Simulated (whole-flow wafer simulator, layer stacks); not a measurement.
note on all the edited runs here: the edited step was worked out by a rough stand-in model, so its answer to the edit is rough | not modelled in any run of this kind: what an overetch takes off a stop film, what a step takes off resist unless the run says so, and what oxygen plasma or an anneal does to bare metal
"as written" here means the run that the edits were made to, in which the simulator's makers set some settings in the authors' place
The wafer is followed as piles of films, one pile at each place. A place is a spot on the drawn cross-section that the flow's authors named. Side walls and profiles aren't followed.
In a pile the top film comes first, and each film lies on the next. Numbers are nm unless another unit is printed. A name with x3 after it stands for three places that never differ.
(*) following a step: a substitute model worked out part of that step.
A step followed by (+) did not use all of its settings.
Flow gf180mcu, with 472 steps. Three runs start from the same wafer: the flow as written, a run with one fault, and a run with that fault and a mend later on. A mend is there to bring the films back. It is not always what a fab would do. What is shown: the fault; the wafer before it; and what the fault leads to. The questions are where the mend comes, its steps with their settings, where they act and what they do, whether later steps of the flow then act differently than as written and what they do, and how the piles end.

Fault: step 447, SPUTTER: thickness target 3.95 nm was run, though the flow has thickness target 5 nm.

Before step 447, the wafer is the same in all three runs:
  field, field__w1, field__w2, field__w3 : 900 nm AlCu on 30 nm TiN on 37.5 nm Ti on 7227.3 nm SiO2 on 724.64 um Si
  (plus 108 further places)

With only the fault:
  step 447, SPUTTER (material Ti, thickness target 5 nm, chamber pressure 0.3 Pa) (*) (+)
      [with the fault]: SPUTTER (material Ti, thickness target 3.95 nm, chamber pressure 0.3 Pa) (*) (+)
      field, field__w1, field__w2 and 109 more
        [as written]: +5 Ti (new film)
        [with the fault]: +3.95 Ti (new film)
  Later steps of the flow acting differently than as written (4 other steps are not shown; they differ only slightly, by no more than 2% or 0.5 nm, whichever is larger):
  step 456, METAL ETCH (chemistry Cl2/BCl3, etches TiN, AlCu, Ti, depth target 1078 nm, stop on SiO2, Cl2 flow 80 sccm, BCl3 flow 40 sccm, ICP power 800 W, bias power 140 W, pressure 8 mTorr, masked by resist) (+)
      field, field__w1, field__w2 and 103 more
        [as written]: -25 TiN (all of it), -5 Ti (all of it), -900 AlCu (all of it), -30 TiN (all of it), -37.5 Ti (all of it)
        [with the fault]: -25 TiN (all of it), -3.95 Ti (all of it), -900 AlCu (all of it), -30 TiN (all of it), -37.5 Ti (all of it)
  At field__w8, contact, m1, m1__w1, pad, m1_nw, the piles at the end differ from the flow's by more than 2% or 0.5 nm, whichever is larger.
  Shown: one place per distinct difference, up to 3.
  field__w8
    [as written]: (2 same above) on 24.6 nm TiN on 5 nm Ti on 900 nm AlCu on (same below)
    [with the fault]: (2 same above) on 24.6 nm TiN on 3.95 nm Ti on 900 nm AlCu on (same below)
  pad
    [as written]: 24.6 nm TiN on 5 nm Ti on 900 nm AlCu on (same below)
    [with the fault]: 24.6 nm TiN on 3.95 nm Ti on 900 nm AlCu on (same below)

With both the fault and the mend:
  The mend follows step 447.
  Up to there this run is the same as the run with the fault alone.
  step 447a, SPUTTER (material Ti, thickness target 1.05 nm, chamber pressure 0.3 Pa) (*) (+) (the flow's step 447 again, with other settings)
      field, field__w1, field__w2 and 109 more
        +1.05 Ti
  None of the later steps of the flow acts differently than as written at any place that is followed.
  At every place that both follow, the piles at the end match the flow's.
